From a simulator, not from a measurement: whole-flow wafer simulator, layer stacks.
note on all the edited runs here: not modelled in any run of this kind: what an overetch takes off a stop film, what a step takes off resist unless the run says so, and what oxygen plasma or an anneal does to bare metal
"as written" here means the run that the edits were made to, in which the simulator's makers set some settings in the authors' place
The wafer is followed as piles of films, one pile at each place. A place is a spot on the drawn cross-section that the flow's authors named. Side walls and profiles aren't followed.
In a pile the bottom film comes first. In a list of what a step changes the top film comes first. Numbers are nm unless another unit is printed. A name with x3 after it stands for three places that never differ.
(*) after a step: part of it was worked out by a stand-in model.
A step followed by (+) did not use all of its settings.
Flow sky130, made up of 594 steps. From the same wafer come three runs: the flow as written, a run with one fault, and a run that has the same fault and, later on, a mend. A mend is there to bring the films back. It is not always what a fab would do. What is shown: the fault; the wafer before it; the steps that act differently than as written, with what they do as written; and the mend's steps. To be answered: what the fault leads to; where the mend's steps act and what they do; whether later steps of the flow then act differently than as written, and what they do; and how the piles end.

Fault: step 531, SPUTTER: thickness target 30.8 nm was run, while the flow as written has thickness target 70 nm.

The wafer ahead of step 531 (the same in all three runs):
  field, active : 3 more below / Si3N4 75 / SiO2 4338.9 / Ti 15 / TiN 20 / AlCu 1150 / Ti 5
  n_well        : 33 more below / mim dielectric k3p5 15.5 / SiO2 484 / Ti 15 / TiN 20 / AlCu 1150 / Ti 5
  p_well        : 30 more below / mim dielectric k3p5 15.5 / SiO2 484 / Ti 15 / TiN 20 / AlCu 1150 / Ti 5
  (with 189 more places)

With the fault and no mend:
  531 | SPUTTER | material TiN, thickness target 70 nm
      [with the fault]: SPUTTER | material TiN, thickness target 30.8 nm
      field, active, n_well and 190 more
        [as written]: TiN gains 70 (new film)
        [with the fault]: TiN gains 30.8 (new film)
  Later steps of the flow acting differently than as written (not shown: 13 more steps that differ only slightly, by at most 2% or 0.5 nm, whichever is larger):
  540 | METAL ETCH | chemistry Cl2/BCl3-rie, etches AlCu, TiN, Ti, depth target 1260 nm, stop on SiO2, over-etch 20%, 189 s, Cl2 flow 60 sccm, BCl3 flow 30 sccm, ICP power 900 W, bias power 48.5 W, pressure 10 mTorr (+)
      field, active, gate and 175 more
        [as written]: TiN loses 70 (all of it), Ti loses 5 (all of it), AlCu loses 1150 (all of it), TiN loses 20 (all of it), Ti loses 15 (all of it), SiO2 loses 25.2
        [with the fault]: TiN loses 30.8 (all of it), Ti loses 5 (all of it), AlCu loses 1150 (all of it), TiN loses 20 (all of it), Ti loses 15 (all of it), SiO2 loses 29.1
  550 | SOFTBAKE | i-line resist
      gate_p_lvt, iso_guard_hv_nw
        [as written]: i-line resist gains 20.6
        [with the fault]: i-line resist gains 19.8
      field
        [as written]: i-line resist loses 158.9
        [with the fault]: i-line resist loses 155.5
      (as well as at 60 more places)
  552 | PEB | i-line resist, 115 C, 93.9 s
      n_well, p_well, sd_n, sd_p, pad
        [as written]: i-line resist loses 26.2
        [with the fault]: i-line resist loses 26.8
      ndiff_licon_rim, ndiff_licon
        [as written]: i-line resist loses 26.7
        [with the fault]: i-line resist loses 27.3
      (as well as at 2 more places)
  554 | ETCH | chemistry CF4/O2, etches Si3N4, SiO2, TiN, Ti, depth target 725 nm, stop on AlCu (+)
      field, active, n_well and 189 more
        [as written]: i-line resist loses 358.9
        [with the fault]: i-line resist loses 319.7
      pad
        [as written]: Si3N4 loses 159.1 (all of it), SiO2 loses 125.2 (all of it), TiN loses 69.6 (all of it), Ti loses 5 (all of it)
        [with the fault]: Si3N4 loses 159.1 (all of it), SiO2 loses 125.2 (all of it), TiN loses 30.4 (all of it), Ti loses 5 (all of it)
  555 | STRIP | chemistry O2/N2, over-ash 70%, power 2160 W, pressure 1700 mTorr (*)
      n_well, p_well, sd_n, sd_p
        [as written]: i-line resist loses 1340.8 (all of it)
        [with the fault]: i-line resist loses 1414.4 (all of it)
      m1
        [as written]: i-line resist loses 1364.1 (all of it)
        [with the fault]: i-line resist loses 1437 (all of it)
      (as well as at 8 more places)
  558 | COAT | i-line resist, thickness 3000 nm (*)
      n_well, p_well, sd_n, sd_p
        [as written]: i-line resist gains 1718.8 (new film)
        [with the fault]: i-line resist gains 1754 (new film)
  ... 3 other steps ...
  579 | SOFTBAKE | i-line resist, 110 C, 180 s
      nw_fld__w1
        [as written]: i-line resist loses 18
        [with the fault]: i-line resist loses 17.4
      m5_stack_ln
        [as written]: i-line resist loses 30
        [with the fault]: i-line resist loses 29
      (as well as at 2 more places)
  The piles end different from the flow's at n_well, p_well, sd_n and 11 more by more than 2% or 0.5 nm, whichever is larger.
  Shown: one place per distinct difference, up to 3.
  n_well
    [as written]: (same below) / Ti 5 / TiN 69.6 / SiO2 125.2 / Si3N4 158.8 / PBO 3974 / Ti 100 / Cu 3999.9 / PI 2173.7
    [with the fault]: (same below) / Ti 5 / TiN 30.4 / SiO2 125.2 / Si3N4 158.8 / PBO 4002.2 / Ti 100 / Cu 3999.9 / PI 2178.3
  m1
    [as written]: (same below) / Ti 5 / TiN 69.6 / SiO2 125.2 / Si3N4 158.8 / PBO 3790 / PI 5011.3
    [with the fault]: (same below) / Ti 5 / TiN 30.4 / SiO2 125.2 / Si3N4 158.8 / PBO 3822.6 / PI 5013.3
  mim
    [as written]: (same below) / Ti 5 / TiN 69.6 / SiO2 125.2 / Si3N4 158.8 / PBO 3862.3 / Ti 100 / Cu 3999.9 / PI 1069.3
    [with the fault]: (same below) / Ti 5 / TiN 30.4 / SiO2 125.2 / Si3N4 158.8 / PBO 3892.7 / Ti 100 / Cu 3999.9 / PI 1072.7

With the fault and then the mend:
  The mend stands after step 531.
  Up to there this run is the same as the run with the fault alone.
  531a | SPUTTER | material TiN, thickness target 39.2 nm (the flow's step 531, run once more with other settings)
      field, active, n_well and 190 more
        TiN gains 39.2
  None of the later steps of the flow acts differently than as written at any place that is followed.
  At every place that both follow, the piles at the end match the flow's.
